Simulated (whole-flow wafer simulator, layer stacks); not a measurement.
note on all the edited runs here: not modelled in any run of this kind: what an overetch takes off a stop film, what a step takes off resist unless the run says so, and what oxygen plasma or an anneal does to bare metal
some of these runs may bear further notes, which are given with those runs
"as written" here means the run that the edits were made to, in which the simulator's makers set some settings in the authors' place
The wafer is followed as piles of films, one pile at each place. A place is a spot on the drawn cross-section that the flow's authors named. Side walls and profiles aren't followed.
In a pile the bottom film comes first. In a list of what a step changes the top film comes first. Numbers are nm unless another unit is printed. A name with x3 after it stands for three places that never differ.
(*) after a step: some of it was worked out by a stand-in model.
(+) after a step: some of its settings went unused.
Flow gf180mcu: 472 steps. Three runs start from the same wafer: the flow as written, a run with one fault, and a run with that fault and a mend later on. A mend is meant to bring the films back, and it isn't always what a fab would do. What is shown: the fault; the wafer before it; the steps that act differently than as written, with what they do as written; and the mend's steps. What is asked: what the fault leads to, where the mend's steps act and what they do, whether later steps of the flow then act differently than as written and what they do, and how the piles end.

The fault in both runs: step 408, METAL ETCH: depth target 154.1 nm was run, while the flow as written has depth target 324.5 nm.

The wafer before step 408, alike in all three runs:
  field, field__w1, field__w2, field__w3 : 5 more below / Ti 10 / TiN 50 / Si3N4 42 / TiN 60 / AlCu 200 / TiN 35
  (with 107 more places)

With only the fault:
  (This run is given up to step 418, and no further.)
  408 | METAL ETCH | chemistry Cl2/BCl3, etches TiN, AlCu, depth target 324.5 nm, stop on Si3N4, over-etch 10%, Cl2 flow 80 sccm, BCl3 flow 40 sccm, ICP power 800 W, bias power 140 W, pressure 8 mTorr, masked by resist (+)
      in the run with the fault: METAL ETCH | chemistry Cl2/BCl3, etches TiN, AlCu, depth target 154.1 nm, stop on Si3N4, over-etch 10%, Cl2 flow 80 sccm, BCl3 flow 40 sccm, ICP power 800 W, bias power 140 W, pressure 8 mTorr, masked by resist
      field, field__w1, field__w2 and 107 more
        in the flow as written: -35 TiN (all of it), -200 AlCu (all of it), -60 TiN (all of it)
        in the run with the fault: -35 TiN (all of it), -119.1 AlCu
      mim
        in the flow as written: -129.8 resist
        in the run with the fault: -61.6 resist
  Steps later in the flow that act otherwise than as written:
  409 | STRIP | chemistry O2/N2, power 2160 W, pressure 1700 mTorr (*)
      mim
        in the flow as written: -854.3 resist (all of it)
        in the run with the fault: -922.5 resist (all of it)
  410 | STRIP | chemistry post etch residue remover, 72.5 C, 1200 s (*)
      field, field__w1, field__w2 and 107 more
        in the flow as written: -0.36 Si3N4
        in the run with the fault: -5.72 AlCu
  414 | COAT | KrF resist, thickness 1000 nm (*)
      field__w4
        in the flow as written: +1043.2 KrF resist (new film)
        in the run with the fault: +1021.6 KrF resist (new film)
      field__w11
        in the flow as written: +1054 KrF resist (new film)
        in the run with the fault: +1026.7 KrF resist (new film)
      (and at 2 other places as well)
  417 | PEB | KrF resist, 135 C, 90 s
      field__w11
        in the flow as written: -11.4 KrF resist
        in the run with the fault: -10.8 KrF resist
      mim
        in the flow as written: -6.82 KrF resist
        in the run with the fault: -8.49 KrF resist
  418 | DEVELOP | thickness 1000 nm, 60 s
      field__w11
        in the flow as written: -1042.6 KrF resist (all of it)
        in the run with the fault: -1015.9 KrF resist (all of it)
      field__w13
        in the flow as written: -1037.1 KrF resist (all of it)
        in the run with the fault: -1013.1 KrF resist (all of it)
  Once step 418 is done, the piles at field, field__w1, field__w2 and 109 more depart from the flow's by more than 2% or 0.5 nm, whichever is larger.
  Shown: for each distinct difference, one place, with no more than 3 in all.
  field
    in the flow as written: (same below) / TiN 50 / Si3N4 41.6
    in the run with the fault: (same below) / TiN 50 / Si3N4 42 / TiN 60 / AlCu 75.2
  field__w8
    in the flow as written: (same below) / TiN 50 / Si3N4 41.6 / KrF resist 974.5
    in the run with the fault: (same below) / TiN 50 / Si3N4 42 / TiN 60 / AlCu 75.2 / KrF resist 974.5
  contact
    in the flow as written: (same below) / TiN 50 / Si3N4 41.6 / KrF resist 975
    in the run with the fault: (same below) / TiN 50 / Si3N4 42 / TiN 60 / AlCu 75.2 / KrF resist 974.8

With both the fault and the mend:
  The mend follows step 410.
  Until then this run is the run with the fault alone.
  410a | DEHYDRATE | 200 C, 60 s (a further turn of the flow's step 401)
      alters no film at any place that is followed
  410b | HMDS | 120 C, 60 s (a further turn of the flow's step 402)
      alters no film at any place that is followed
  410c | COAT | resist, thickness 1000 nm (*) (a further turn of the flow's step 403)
      field__w8, m1__w1, iso_ptap_pw and 39 more
        +1000 resist (new film)
      field, ld_sd_p, ld_gate_p, ld_acc_p, ld_fp_p, ld_drift_p, ld_drn_p, m1_nw
        +1000.9 resist (new film)
      field_sub__w1, field_sub__w5, n_well, sd_p, gate_p, active_nat, nw_enc_fld_lv, nw_enc_fld_lv__w3
        +1000.6 resist (new film)
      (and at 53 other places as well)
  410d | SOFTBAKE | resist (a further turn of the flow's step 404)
      field__w5, field__w9
        -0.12 resist
      gate_p_hv, gate_p_hv5
        -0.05 resist
      field__w2
        +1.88 resist
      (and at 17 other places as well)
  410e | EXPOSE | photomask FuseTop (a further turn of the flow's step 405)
      alters no film at any place that is followed
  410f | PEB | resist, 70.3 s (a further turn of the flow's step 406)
      field, field__w1, field__w5 and 97 more
        -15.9 resist
      field__w2, field__w3, field__w7, field__w12, pplus_u, ppoly_sal
        -16 resist
      field__w11, field__w13, ppoly_u, npoly_sal
        -16.1 resist
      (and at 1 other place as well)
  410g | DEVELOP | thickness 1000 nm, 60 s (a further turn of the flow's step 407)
      field__w8, m1__w1, iso_ptap_pw and 39 more
        -984.1 resist (all of it)
      field_sub__w1, field_sub__w5, n_well and 7 more
        -984.7 resist (all of it)
      field, field_sub__w3, field_sub__w4 and 6 more
        -985 resist (all of it)
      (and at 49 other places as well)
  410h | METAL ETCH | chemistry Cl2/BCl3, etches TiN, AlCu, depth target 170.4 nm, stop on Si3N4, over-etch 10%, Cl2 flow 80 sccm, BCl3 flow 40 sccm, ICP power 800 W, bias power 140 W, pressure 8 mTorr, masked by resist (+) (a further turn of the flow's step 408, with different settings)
      field, field__w1, field__w2 and 107 more
        -75.2 AlCu (all of it), -60 TiN (all of it)
      mim
        -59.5 resist
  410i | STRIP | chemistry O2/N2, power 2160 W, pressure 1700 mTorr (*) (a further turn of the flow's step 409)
      mim
        -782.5 resist (all of it)
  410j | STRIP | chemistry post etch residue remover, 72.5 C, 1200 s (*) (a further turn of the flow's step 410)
      field, field__w1, field__w2 and 107 more
        -0.36 Si3N4
      mim
        -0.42 TiN
  Every later step of the flow that is run acts as written, at every place that is followed, to within 2% or 0.5 nm, whichever is larger.
  When the end is reached, the piles differ only a little from the flow's at the places that both follow, at most by 2% or 0.5 nm, whichever is larger.
